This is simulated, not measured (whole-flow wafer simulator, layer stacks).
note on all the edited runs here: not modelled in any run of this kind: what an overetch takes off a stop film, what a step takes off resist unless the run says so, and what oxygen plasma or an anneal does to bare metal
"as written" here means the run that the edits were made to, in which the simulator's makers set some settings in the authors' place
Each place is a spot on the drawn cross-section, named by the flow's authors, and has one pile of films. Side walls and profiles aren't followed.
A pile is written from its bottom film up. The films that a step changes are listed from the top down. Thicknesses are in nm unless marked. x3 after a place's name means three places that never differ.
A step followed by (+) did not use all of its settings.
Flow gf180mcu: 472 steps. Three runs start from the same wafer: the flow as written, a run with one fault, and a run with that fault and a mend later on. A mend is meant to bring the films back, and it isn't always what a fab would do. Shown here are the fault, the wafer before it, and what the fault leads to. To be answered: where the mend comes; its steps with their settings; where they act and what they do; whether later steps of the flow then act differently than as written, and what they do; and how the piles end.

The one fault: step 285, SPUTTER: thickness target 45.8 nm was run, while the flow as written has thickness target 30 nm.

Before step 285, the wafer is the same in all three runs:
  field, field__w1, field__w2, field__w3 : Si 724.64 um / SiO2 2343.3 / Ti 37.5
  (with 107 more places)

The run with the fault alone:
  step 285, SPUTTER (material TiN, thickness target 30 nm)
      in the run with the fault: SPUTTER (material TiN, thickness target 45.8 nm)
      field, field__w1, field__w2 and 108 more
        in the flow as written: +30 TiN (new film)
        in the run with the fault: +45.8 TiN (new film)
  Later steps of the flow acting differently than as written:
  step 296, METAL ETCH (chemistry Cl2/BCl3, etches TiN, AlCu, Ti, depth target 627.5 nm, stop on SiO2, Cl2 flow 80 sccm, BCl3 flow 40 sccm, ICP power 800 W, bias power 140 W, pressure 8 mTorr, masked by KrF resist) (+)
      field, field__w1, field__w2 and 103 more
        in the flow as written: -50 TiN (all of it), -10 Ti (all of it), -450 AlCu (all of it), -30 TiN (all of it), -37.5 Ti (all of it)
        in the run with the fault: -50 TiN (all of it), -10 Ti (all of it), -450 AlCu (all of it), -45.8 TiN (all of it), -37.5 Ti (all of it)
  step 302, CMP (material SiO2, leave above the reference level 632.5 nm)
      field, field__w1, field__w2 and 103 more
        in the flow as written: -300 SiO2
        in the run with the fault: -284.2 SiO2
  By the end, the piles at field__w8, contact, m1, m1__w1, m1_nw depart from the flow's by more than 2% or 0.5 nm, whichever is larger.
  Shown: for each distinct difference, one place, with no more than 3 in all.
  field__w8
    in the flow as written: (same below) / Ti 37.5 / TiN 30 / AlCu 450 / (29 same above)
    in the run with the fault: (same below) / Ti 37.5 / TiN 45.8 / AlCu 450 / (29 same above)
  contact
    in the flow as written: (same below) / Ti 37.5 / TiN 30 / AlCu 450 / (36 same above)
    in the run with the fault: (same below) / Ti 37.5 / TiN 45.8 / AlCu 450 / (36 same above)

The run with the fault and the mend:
  After step 285 comes the mend.
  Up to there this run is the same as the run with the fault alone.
  step 285a, METAL ETCH (chemistry Cl2/BCl3, etches TiN, AlCu, Ti, depth target 15.8 nm, Cl2 flow 80 sccm, BCl3 flow 40 sccm, ICP power 800 W, bias power 140 W, pressure 8 mTorr) (the flow's step 260, run once more with other settings)
      field, field__w1, field__w2 and 108 more
        -15.8 TiN
  None of the later steps of the flow acts differently than as written at any place that is followed.
  At every place that both follow, the piles at the end match the flow's.
